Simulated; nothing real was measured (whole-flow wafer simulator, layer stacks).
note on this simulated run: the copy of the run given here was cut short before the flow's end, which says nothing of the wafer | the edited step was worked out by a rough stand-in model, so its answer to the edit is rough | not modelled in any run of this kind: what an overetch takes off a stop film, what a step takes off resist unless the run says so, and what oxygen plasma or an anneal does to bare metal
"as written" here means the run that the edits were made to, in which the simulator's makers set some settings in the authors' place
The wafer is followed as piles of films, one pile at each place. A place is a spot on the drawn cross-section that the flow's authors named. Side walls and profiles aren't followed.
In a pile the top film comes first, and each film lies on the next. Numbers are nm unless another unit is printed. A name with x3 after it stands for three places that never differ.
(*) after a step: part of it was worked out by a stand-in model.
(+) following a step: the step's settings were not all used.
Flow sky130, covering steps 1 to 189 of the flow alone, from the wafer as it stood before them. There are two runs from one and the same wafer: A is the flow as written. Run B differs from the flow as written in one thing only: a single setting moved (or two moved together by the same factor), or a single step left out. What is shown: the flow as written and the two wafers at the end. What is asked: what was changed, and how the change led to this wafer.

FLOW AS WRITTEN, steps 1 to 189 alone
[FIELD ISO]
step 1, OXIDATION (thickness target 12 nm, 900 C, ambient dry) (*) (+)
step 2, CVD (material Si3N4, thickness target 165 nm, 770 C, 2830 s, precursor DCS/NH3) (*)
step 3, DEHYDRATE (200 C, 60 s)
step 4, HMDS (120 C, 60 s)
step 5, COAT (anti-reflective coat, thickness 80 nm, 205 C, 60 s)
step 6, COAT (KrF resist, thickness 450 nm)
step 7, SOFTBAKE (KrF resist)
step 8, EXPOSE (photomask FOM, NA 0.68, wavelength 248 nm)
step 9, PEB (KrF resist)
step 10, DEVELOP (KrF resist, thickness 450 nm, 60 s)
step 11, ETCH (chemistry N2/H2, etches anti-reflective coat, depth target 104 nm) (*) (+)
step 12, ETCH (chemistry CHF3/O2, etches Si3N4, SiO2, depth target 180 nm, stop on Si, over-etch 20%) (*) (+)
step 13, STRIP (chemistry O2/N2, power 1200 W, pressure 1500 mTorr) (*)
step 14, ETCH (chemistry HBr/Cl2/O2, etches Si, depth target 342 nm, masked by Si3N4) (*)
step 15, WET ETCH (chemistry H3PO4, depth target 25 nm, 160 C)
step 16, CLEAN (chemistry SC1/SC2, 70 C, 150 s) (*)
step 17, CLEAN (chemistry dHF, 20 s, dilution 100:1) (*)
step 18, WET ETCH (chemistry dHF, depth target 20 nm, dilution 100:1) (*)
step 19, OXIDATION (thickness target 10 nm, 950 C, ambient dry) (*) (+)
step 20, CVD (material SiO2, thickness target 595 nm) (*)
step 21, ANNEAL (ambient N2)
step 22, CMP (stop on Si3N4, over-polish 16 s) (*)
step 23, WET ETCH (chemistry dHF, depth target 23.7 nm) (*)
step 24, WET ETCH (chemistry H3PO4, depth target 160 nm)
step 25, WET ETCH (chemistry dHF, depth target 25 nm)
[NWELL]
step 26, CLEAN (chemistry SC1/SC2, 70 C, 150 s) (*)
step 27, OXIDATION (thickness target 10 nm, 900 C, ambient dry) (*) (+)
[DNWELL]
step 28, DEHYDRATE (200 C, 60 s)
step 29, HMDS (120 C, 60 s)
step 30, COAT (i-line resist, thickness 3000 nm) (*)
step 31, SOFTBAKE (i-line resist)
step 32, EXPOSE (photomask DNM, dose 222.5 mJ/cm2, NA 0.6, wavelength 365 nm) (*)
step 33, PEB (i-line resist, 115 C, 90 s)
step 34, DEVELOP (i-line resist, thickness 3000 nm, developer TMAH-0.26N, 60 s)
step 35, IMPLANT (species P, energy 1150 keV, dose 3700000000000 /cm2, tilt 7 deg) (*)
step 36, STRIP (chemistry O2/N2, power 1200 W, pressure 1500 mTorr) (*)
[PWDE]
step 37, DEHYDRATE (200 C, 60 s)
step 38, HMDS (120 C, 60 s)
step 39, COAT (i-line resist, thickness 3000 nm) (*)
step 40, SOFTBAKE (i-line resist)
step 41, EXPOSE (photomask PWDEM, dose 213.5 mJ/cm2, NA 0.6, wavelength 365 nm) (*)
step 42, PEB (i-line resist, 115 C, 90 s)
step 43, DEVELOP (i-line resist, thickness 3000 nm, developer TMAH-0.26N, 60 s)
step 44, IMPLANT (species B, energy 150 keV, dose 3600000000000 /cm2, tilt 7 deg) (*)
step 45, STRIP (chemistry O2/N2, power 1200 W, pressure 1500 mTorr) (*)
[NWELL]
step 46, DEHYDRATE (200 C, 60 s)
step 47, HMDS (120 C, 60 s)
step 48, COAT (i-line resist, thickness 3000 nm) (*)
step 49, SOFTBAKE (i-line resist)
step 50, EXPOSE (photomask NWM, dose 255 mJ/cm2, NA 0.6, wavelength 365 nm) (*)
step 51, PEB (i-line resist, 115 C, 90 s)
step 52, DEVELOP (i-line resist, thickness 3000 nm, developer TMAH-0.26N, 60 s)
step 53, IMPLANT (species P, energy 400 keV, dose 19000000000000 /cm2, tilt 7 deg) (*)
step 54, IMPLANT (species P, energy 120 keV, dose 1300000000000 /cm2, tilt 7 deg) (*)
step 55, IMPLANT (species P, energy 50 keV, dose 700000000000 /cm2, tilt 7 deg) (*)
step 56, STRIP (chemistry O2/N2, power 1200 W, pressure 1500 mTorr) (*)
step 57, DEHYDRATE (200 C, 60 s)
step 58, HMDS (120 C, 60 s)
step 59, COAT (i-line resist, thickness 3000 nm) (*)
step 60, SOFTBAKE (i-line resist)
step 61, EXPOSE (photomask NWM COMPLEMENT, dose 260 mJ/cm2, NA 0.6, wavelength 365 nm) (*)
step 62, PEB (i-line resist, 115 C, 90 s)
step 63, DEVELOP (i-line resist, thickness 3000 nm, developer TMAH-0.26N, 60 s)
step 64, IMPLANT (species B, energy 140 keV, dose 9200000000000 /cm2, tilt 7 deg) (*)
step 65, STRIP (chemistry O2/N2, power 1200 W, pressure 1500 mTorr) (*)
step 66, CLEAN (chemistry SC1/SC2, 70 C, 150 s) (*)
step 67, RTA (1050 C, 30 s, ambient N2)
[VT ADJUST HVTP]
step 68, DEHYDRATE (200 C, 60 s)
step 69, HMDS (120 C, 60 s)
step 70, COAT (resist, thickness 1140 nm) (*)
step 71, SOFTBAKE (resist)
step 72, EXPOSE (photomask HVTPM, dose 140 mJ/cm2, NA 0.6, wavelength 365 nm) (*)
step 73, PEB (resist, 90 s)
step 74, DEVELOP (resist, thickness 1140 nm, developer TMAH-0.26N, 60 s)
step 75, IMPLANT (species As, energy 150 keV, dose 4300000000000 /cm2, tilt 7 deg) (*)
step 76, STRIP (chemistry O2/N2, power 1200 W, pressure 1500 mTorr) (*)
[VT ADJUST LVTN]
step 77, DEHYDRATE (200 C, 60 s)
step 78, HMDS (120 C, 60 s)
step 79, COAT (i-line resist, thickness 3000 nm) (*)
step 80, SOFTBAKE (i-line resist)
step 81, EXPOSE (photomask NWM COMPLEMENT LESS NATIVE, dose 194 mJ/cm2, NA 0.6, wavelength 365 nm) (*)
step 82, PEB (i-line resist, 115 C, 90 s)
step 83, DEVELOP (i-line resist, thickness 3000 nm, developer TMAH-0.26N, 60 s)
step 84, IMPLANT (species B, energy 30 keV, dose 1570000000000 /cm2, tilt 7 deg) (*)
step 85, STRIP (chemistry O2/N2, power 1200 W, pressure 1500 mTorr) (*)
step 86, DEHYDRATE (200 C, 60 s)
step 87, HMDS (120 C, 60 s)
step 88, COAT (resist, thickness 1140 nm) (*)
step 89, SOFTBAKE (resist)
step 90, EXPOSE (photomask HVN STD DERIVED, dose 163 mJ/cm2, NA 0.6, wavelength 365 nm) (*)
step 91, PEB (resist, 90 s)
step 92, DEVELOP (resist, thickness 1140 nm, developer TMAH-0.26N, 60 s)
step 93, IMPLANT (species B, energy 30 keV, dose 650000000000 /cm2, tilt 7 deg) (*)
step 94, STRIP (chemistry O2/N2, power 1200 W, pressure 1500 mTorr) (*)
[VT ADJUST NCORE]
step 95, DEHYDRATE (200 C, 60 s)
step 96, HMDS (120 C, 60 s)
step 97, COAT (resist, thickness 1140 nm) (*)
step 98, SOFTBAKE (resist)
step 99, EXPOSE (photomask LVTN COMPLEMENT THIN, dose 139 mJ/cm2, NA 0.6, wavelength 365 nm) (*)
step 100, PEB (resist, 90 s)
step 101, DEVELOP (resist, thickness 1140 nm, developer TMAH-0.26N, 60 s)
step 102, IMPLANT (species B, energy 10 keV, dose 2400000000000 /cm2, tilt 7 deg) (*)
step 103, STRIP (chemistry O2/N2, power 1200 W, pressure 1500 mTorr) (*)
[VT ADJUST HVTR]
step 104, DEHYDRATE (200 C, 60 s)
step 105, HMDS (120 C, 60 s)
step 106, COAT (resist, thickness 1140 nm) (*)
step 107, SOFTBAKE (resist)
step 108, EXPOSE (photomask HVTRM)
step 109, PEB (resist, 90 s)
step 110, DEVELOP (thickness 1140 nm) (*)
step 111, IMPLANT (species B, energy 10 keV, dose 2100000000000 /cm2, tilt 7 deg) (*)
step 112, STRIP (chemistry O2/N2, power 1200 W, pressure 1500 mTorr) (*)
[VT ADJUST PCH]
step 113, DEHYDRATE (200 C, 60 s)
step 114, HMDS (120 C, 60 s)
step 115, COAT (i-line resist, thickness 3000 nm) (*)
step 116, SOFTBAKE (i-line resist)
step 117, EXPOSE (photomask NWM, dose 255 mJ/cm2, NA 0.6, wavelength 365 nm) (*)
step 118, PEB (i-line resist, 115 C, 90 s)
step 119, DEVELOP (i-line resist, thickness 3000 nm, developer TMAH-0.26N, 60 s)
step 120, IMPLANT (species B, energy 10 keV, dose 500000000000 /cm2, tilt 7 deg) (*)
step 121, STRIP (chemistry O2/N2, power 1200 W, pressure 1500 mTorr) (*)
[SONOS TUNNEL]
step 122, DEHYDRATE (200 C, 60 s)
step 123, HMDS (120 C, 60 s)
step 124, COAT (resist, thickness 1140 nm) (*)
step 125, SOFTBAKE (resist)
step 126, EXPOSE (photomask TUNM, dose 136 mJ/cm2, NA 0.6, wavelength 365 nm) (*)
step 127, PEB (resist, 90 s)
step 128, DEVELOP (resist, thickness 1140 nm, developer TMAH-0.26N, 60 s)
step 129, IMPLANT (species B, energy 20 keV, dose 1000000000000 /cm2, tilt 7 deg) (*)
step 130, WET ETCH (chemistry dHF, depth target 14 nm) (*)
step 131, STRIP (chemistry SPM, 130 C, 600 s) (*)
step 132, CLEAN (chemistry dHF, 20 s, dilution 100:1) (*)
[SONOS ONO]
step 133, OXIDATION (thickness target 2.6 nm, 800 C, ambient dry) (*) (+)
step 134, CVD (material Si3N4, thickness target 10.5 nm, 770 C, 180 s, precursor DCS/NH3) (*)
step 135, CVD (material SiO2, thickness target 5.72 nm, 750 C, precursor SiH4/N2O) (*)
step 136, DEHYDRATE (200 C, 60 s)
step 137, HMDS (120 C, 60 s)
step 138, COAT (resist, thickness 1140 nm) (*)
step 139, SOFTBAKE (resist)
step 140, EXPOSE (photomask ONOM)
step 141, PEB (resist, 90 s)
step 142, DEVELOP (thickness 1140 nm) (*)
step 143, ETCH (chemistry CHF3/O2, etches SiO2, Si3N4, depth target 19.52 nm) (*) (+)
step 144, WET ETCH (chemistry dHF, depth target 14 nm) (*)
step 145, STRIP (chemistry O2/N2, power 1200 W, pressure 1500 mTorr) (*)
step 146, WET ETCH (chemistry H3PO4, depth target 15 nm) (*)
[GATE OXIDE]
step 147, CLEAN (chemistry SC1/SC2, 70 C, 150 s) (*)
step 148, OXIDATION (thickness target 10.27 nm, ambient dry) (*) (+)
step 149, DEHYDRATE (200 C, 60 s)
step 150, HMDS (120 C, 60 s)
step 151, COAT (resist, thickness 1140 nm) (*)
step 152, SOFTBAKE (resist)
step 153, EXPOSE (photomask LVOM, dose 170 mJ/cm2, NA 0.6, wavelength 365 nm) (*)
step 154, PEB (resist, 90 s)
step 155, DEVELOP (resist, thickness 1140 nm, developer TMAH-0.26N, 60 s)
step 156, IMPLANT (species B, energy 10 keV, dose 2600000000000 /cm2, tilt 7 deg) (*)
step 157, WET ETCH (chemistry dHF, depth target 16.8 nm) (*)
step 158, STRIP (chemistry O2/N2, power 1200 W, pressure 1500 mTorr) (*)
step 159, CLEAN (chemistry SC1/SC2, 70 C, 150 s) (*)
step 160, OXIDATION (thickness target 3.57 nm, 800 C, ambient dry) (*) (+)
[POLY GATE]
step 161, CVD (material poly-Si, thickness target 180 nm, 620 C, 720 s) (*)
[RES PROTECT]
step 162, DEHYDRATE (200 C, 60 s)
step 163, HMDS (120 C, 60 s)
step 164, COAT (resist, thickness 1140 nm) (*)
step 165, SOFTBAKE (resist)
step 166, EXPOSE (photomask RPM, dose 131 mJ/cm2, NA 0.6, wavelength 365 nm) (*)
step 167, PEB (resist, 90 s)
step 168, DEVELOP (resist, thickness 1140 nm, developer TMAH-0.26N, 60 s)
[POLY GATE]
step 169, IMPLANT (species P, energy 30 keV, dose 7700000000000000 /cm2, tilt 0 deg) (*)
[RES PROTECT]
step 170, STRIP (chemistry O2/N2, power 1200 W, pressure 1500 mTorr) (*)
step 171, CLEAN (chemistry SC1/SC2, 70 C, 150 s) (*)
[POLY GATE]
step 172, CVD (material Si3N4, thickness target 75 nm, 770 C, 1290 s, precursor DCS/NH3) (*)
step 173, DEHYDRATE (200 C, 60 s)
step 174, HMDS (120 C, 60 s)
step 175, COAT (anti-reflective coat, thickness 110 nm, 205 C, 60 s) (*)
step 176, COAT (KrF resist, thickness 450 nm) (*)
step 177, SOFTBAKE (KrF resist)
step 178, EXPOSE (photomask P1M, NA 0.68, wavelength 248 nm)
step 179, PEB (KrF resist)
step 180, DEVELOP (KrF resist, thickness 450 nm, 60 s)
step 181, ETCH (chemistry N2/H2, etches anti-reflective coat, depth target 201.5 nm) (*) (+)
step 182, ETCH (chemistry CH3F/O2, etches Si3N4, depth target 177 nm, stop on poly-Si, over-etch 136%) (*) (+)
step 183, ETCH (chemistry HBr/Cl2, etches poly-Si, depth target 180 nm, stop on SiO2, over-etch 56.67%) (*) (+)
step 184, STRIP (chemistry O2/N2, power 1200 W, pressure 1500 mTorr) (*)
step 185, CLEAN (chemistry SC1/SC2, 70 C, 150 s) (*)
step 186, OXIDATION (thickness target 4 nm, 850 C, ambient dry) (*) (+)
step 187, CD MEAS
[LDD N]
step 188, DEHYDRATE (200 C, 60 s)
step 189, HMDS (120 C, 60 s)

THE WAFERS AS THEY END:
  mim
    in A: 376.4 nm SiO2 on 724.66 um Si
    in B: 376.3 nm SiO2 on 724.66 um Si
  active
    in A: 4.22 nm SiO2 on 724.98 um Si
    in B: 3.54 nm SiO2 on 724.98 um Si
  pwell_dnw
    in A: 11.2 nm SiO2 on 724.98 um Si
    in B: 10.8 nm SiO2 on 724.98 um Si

What caused this: step 186, OXIDATION: 815 C was run, whereas the flow has 850 C.

The path from the change to this, step by step:
  step 186, OXIDATION (thickness target 4 nm, 850 C, ambient dry) (*) (+)
      active, p_well x4, spacer and 23 more: A +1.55 SiO2, -0.68 Si | B +0.87 SiO2, -0.38 Si
      ndiff_dn: A +1.52 SiO2, -0.67 Si | B +0.85 SiO2, -0.37 Si
